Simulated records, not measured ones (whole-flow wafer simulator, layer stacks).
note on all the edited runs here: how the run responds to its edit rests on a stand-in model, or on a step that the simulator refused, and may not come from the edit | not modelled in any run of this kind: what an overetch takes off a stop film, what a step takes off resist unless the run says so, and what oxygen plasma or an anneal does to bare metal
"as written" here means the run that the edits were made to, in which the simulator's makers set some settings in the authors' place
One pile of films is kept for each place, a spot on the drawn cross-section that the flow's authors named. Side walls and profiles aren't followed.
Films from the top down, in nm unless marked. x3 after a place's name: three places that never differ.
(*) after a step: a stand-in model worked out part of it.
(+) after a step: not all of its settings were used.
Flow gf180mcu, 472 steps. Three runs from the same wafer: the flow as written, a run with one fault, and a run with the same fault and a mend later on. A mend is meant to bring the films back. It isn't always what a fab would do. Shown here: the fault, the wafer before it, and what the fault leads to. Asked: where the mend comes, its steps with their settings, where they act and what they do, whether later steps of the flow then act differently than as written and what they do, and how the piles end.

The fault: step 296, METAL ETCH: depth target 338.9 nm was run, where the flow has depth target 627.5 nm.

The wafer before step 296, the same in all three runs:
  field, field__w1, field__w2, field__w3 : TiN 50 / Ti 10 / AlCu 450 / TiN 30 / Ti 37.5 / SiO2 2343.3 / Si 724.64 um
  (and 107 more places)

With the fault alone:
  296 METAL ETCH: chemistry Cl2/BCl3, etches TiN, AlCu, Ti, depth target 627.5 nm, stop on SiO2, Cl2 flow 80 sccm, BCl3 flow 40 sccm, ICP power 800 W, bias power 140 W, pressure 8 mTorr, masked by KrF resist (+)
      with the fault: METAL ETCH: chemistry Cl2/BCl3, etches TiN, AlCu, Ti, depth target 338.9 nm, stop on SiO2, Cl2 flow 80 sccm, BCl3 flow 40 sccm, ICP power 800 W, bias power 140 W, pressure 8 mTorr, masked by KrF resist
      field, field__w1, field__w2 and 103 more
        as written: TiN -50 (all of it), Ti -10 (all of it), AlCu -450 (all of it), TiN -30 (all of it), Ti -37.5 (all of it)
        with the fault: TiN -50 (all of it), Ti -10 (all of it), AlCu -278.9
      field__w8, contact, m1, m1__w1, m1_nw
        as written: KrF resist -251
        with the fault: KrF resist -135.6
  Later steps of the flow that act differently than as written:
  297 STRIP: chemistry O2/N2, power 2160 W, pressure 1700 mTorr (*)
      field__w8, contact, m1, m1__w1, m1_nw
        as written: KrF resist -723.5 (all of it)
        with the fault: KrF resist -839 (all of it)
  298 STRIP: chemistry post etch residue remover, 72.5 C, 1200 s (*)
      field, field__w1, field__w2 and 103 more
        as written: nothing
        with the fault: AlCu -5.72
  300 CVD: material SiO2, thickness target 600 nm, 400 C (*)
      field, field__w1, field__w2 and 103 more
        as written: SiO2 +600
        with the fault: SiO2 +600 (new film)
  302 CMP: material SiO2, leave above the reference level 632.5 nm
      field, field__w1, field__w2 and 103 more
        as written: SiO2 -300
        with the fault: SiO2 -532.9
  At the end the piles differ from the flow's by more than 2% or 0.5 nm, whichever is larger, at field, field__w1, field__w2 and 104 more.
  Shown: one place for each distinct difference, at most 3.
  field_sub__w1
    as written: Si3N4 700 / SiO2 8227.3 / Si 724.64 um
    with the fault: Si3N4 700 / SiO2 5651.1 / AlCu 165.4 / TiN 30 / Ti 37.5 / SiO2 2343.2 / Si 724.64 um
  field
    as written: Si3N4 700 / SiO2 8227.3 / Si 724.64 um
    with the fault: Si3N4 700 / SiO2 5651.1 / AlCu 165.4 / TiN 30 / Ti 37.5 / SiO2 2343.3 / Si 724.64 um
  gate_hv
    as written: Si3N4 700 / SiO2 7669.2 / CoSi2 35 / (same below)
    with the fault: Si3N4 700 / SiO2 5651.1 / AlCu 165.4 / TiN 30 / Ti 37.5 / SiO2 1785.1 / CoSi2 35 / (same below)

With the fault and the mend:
  The mend comes after step 298.
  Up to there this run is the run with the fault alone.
  298a DEHYDRATE: 200 C, 60 s (the flow's step 289 once more)
      changes no film at any place that is followed
  298b HMDS: 120 C, 60 s (the flow's step 290 once more)
      changes no film at any place that is followed
  298c COAT: KrF resist, thickness 1000 nm (*) (the flow's step 291 once more)
      iso_ptap_pw, iso_ntap_nw, iso_nw_fld and 33 more
        KrF resist +1000 (new film)
      field__w5, field__w9, field_sub__w4 and 12 more
        KrF resist +1002.2 (new film)
      field_sub, field_sub__w1, field_sub__w3 and 10 more
        KrF resist +1002.3 (new film)
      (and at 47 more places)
  298d SOFTBAKE: KrF resist (the flow's step 292 once more)
      changes no film at any place that is followed
  298e EXPOSE: photomask Metal2 (the flow's step 293 once more)
      changes no film at any place that is followed
  298f PEB: KrF resist, 135 C, 90 s (the flow's step 294 once more)
      field__w1, field__w2, field__w3 and 58 more
        KrF resist -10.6
      iso_ptap_pw, iso_ntap_nw, iso_nw_fld and 33 more
        KrF resist -10.5
      sd_p, gate_p, nw_sep_fld, polyc_n
        KrF resist -10.7
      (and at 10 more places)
  298g DEVELOP: thickness 1000 nm, 60 s (the flow's step 295 once more)
      iso_ptap_pw, iso_ntap_nw, iso_nw_fld and 33 more
        KrF resist -989.5 (all of it)
      field__w10, field_sub__w2, field_sub__w4 and 12 more
        KrF resist -991.6 (all of it)
      field__w5, field__w9, field_sub and 7 more
        KrF resist -991.7 (all of it)
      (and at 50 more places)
  298h METAL ETCH: chemistry Cl2/BCl3, etches TiN, AlCu, Ti, depth target 288.6 nm, stop on SiO2, Cl2 flow 80 sccm, BCl3 flow 40 sccm, ICP power 800 W, bias power 140 W, pressure 8 mTorr, masked by KrF resist (+) (the flow's step 296 once more, with other settings)
      field, field__w1, field__w2 and 103 more
        AlCu -165.4 (all of it), TiN -30 (all of it), Ti -37.5 (all of it)
      field__w8, contact, m1, m1__w1, m1_nw
        KrF resist -115.4
  298i STRIP: chemistry O2/N2, power 2160 W, pressure 1700 mTorr (*) (the flow's step 297 once more)
      field__w8, m1
        KrF resist -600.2 (all of it)
      contact
        KrF resist -598.3 (all of it)
      m1__w1
        KrF resist -609 (all of it)
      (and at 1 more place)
  298j STRIP: chemistry post etch residue remover, 72.5 C, 1200 s (*) (the flow's step 298 once more)
      field__w8, contact, m1, m1__w1, m1_nw
        TiN -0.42
  No later step of the flow acts differently than as written, at any place that is followed, by more than 2% or 0.5 nm, whichever is larger.
  At the end the piles differ from the flow's only slightly at the places that both follow, by at most 2% or 0.5 nm, whichever is larger.
